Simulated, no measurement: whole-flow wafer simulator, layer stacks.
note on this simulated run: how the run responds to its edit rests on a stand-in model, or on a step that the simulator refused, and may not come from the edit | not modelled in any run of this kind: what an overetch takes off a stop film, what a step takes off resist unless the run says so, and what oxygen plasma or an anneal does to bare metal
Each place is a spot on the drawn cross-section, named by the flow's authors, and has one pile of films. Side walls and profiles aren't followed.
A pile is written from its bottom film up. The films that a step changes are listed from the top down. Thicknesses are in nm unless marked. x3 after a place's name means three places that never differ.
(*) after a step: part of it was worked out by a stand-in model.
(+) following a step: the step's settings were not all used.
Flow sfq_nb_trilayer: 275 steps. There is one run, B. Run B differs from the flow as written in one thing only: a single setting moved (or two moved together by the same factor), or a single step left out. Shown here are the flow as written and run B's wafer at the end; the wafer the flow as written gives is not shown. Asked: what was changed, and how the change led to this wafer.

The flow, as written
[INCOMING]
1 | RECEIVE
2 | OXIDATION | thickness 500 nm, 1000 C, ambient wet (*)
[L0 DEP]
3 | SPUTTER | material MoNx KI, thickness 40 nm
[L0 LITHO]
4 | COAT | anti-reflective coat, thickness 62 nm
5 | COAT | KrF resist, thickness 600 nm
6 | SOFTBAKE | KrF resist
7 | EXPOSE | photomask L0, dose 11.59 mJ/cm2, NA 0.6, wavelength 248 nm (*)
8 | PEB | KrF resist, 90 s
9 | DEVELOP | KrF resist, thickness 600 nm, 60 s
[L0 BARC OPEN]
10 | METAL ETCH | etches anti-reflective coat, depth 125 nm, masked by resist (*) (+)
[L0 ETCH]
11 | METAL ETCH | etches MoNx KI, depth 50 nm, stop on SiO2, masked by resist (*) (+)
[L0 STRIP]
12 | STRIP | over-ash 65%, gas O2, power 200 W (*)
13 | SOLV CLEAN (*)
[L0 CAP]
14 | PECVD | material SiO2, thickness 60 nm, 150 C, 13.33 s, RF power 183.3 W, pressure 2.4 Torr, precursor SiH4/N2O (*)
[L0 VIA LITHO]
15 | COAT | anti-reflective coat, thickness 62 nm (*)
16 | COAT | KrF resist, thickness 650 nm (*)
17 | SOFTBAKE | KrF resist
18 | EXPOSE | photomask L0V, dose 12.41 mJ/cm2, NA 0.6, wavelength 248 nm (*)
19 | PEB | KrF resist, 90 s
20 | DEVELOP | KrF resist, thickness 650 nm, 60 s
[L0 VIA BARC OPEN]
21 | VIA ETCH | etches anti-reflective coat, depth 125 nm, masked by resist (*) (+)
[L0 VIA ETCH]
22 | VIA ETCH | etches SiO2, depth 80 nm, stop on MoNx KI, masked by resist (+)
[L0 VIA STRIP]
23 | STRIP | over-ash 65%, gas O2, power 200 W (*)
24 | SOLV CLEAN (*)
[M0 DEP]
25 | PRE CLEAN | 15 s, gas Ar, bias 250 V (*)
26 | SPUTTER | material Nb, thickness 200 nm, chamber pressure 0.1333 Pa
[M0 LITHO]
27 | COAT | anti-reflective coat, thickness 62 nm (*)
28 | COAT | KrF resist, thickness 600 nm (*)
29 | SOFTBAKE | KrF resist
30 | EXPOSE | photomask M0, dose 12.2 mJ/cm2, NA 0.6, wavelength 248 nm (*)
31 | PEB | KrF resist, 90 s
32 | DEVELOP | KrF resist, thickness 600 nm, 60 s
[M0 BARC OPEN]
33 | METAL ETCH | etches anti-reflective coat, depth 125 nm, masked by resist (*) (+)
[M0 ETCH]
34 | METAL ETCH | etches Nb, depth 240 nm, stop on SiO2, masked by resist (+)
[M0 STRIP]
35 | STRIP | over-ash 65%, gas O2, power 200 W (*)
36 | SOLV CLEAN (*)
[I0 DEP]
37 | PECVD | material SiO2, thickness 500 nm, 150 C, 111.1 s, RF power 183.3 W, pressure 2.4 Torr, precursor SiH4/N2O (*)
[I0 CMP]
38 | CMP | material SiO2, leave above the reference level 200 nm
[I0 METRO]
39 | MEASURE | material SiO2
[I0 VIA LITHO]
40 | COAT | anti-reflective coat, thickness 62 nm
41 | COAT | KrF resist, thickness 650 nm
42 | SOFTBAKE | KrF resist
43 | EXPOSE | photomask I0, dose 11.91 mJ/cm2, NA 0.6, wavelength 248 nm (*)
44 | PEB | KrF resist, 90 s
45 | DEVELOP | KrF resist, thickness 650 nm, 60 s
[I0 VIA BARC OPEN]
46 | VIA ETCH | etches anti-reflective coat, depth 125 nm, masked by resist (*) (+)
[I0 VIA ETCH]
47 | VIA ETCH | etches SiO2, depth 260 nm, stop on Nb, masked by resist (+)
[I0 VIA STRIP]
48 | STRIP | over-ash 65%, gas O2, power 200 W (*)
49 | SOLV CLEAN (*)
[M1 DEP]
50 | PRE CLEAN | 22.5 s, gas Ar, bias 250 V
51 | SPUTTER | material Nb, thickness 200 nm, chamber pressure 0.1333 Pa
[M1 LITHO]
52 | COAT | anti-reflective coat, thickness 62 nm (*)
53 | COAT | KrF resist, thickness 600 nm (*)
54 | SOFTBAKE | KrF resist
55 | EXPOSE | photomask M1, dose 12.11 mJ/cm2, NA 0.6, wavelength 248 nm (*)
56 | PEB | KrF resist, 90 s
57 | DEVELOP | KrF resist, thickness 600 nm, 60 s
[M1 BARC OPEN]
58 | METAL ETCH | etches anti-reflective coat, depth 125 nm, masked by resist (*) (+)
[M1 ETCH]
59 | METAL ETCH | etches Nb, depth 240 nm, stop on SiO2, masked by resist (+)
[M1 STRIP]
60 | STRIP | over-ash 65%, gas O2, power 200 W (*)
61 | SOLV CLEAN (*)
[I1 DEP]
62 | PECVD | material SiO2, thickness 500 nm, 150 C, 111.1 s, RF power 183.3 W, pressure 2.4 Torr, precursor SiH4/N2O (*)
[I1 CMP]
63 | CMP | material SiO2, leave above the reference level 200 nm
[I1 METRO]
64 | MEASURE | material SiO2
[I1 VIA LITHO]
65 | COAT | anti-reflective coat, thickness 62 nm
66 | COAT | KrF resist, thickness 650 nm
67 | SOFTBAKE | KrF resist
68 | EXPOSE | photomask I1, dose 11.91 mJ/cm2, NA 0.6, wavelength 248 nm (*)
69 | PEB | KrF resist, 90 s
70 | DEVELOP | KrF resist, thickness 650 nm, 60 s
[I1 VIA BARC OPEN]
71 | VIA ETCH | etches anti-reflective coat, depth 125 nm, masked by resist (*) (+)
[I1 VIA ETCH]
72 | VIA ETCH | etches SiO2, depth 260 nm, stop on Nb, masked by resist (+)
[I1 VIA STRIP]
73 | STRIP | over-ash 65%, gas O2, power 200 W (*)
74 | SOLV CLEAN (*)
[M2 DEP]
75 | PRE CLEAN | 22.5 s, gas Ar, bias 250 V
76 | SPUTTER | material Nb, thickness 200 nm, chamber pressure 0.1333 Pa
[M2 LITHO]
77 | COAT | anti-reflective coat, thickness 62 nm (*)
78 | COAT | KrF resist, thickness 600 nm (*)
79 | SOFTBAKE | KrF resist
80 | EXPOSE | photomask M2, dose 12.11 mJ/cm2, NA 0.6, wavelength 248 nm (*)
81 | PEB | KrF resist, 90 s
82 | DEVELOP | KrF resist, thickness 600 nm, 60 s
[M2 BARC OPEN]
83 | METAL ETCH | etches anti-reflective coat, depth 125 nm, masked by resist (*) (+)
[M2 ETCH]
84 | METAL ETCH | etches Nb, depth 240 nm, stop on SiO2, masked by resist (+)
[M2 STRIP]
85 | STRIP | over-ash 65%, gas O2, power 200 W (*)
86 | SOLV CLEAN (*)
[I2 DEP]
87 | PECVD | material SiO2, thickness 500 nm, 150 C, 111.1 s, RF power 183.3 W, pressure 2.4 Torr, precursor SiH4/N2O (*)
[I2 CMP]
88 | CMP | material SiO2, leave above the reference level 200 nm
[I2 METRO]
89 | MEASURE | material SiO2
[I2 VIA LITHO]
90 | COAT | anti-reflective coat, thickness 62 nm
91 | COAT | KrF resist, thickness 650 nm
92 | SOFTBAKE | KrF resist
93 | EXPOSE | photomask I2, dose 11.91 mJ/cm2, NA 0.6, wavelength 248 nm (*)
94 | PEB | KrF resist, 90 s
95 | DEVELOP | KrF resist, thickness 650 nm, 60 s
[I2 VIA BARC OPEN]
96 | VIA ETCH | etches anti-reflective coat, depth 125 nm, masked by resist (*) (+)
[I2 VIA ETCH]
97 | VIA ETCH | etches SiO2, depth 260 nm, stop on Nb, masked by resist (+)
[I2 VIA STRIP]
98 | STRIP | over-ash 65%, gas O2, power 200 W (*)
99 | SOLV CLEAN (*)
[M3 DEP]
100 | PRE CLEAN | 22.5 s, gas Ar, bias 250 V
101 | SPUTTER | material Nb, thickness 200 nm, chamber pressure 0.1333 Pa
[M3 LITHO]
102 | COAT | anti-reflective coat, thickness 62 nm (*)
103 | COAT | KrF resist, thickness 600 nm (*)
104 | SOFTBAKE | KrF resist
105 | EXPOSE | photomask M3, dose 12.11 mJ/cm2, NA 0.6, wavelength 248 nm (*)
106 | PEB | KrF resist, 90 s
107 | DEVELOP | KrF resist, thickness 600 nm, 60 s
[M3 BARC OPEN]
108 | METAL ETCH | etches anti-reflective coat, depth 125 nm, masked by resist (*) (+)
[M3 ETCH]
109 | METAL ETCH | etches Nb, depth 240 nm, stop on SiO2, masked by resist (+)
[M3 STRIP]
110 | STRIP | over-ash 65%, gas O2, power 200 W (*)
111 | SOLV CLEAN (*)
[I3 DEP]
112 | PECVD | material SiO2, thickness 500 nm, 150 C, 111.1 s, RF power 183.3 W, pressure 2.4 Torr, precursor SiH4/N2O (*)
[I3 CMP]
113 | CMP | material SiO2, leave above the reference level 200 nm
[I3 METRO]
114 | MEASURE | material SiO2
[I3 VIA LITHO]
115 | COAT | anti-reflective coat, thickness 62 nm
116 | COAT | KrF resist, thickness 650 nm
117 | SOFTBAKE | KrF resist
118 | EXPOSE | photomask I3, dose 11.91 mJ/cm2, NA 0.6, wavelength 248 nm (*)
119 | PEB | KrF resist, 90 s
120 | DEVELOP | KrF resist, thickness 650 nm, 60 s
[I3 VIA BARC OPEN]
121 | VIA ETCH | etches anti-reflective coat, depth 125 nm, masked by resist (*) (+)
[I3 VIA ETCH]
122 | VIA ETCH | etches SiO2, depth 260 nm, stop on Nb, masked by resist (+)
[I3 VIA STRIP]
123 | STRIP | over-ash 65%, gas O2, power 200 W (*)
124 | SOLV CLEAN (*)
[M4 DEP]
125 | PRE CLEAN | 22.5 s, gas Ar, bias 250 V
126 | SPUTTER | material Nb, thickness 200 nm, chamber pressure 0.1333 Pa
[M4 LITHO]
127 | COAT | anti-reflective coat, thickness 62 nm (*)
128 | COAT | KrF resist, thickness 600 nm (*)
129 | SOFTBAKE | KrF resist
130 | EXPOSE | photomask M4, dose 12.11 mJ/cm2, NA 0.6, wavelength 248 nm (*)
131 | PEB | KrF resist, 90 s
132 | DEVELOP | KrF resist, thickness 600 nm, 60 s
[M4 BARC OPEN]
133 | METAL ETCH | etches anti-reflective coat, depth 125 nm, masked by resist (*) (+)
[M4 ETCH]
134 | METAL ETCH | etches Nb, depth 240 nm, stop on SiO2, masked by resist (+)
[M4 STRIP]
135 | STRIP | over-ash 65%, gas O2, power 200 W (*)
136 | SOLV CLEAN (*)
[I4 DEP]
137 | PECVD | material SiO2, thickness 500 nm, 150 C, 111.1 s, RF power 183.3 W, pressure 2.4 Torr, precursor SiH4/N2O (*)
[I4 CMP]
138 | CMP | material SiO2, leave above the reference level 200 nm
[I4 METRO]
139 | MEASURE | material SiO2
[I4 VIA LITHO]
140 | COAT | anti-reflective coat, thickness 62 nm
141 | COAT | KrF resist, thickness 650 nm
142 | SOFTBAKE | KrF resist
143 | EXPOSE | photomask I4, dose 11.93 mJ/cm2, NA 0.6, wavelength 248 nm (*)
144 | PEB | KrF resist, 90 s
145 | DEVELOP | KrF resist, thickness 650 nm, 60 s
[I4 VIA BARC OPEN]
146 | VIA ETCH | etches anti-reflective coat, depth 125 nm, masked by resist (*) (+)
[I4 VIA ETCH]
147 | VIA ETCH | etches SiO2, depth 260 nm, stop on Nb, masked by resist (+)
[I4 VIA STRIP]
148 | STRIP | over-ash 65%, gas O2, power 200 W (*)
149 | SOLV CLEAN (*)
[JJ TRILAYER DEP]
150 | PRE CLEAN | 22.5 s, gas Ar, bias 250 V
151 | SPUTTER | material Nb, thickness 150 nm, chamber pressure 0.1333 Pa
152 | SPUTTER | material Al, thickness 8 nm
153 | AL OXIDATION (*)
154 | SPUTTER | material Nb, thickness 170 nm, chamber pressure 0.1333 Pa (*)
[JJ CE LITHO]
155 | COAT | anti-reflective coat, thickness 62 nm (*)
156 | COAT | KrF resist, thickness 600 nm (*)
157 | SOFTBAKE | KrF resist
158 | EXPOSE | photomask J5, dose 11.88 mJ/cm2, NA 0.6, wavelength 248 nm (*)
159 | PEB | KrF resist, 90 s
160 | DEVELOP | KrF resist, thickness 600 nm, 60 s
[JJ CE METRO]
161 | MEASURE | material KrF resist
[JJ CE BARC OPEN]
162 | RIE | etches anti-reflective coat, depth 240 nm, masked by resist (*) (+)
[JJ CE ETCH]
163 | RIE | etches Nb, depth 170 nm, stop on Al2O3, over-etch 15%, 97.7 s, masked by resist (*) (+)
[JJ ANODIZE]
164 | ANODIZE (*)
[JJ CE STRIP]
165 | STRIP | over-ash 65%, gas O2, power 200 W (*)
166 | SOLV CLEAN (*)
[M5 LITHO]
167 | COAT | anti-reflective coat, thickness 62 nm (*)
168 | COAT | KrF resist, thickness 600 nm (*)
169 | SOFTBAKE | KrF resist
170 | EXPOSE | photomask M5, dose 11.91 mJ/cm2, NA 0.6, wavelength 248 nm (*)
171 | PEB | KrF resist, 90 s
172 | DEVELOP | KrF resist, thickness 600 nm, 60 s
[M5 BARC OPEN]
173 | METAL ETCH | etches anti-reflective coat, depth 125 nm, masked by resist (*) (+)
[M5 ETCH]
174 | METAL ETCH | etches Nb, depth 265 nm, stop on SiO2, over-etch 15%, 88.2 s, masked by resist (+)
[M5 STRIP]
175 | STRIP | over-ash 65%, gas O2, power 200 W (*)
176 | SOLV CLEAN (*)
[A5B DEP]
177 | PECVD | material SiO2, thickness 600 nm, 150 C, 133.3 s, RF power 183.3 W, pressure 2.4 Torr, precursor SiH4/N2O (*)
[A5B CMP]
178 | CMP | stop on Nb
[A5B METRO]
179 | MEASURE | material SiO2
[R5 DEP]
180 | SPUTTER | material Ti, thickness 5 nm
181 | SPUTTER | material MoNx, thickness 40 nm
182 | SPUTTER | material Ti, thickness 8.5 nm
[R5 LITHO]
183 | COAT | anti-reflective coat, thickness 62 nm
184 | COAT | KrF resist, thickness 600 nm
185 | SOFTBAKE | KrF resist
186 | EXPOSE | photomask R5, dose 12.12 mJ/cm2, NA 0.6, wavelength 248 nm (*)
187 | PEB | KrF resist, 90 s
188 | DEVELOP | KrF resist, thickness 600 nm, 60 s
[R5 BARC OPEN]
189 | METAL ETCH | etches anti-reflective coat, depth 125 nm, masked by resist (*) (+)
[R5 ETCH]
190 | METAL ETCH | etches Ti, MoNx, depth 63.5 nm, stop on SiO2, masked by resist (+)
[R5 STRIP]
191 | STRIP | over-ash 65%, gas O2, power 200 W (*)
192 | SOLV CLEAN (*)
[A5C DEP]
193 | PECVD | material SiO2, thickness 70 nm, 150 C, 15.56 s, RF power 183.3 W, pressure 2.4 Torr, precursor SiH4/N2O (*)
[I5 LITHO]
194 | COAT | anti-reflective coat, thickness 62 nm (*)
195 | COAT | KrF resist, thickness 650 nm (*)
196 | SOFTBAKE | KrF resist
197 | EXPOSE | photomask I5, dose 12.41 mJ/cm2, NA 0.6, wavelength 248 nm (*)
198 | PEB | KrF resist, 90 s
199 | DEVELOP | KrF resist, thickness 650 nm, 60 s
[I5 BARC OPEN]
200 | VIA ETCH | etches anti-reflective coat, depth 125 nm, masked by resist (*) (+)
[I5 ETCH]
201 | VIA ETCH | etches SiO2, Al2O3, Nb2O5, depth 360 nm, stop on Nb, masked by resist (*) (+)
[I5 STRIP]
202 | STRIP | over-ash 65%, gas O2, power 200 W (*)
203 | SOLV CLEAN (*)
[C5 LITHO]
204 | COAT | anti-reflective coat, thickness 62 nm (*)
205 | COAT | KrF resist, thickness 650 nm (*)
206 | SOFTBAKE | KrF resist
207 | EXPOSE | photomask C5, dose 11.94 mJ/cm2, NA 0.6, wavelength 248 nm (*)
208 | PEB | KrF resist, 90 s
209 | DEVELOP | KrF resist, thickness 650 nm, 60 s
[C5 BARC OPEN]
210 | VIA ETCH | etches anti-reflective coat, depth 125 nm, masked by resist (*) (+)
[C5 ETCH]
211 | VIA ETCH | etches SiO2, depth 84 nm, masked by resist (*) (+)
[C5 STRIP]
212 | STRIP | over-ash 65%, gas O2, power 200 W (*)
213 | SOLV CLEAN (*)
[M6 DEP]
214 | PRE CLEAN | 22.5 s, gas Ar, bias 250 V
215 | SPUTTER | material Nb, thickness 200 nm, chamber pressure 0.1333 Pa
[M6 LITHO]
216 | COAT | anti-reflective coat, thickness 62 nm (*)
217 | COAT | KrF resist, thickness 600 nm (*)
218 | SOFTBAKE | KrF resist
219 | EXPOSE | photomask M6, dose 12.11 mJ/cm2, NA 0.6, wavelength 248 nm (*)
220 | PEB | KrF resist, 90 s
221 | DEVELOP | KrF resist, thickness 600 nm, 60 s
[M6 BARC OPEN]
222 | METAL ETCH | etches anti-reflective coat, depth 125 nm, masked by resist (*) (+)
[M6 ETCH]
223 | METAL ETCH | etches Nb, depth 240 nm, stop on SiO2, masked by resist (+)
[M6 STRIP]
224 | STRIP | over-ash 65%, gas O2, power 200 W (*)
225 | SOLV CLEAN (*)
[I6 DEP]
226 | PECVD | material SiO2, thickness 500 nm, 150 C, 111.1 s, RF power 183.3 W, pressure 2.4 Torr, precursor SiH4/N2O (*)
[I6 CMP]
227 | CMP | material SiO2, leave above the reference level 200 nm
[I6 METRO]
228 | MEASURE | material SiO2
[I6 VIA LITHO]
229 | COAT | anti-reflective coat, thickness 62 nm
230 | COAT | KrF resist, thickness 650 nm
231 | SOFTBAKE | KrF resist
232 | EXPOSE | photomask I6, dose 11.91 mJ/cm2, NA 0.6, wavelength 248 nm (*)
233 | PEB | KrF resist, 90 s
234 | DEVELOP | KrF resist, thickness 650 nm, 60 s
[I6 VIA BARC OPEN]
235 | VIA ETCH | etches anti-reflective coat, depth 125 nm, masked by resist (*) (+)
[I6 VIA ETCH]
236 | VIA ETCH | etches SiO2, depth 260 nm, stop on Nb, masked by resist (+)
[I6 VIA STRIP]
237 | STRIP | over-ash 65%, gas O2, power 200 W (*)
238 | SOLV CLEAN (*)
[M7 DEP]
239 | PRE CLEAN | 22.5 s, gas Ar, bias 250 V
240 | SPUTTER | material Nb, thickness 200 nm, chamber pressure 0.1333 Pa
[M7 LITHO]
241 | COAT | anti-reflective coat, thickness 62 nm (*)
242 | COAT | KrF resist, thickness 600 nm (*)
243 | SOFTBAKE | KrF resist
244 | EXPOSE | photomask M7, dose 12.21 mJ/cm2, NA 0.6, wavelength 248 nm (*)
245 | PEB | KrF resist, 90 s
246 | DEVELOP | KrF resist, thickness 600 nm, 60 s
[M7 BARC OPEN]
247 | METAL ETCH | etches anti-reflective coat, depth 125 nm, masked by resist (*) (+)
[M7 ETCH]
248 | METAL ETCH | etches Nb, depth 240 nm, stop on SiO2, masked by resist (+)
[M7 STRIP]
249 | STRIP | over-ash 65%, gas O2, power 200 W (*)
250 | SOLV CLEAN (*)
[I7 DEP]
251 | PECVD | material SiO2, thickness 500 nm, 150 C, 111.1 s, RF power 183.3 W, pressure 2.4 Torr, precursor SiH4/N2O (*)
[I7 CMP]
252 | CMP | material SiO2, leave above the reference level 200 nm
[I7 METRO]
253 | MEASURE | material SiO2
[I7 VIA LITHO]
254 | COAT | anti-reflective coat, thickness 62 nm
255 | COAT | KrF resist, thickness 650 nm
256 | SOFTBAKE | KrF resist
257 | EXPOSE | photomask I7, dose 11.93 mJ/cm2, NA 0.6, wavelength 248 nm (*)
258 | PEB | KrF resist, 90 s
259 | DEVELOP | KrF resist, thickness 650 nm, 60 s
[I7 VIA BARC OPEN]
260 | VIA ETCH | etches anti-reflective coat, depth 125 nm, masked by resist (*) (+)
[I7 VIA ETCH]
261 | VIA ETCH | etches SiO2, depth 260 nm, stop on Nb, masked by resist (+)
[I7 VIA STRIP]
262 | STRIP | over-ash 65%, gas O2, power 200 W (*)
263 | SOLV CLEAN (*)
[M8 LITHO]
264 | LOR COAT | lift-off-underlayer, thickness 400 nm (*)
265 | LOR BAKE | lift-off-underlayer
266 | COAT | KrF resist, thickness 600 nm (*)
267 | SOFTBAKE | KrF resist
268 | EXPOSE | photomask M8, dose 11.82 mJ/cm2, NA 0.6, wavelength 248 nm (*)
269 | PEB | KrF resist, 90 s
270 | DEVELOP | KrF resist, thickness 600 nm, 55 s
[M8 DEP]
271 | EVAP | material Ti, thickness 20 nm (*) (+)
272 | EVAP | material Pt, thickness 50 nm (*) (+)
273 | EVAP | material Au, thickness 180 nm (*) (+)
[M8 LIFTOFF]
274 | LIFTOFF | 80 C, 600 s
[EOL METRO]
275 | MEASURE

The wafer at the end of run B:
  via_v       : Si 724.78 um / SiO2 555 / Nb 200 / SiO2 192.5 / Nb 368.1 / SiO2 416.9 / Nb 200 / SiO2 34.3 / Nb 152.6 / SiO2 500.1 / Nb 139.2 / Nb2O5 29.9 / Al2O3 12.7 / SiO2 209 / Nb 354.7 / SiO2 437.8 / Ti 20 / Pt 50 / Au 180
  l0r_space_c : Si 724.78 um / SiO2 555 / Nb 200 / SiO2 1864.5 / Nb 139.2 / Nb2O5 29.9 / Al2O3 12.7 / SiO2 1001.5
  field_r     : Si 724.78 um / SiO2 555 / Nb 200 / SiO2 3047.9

The reason: step 113, CMP: leave above the reference level 302 nm was run, whereas the flow has leave above the reference level 200 nm.

Step by step, how the change led to this:
  113 | CMP | material SiO2, leave above the reference level 200 nm
      field_l, be, be_sur and 64 more: nothing (as written it would have been: -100 SiO2)
      v_sur, via_wl, via_wr and 27 more: -198 SiO2 (as written it would have been: -300 SiO2)
      (and at 9 other places as well)
  122 | VIA ETCH | etches SiO2, depth 260 nm, stop on Nb, masked by resist (+)
      via_v: -260 SiO2 (as written it would have been: -199.8 SiO2 (all of it))
  125 | PRE CLEAN | 22.5 s, gas Ar, bias 250 V
      via_v: -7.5 SiO2 (as written it would have been: -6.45 Nb)
  126 | SPUTTER | material Nb, thickness 200 nm, chamber pressure 0.1333 Pa
      via_v: +152.6 Nb (new film) (as written it would have been: +165.5 Nb)
  127 | COAT | anti-reflective coat, thickness 62 nm (*)
      via_sp: +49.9 anti-reflective coat (new film) (as written it would have been: +53 anti-reflective coat (new film))
      via_v: +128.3 anti-reflective coat (new film) (as written it would have been: +124.8 anti-reflective coat (new film))
      (and at 1 other place as well)
  128 | COAT | KrF resist, thickness 600 nm (*)
      via_v: +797 KrF resist (new film) (as written it would have been: +739.8 KrF resist (new film))
  135 | STRIP | over-ash 65%, gas O2, power 200 W (*)
      via_sp: -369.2 KrF resist (all of it), -49.9 anti-reflective coat (all of it) (as written it would have been: -373.9 KrF resist (all of it), -53 anti-reflective coat (all of it))
      via_v: -578.8 KrF resist (all of it), -128.3 anti-reflective coat (all of it) (as written it would have been: -521.8 KrF resist (all of it), -124.8 anti-reflective coat (all of it))
      (and at 1 other place as well)
  137 | PECVD | material SiO2, thickness 500 nm, 150 C, 111.1 s, RF power 183.3 W, pressure 2.4 Torr, precursor SiH4/N2O (*)
      via_v: +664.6 SiO2 (new film) (as written it would have been: +615 SiO2 (new film))
  138 | CMP | material SiO2, leave above the reference level 200 nm
      lsp_r, l0_sur, l0v: -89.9 SiO2 (as written it would have been: -91.9 SiO2)
      via_v: -157.1 SiO2 (as written it would have been: -181.6 SiO2)
If metal films that touch count as one body, via_v has 7 bodies (between them, from the top down: SiO2 437.8; SiO2 209 / Al2O3 12.7 / Nb2O5 29.9; SiO2 500.1; SiO2 34.3; SiO2 416.9; SiO2 192.5); the flow as written gives 6 bodies (between them, from the top down: SiO2 437.8; SiO2 209 / Al2O3 12.7 / Nb2O5 29.9; SiO2 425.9; SiO2 416.9; SiO2 192.5).
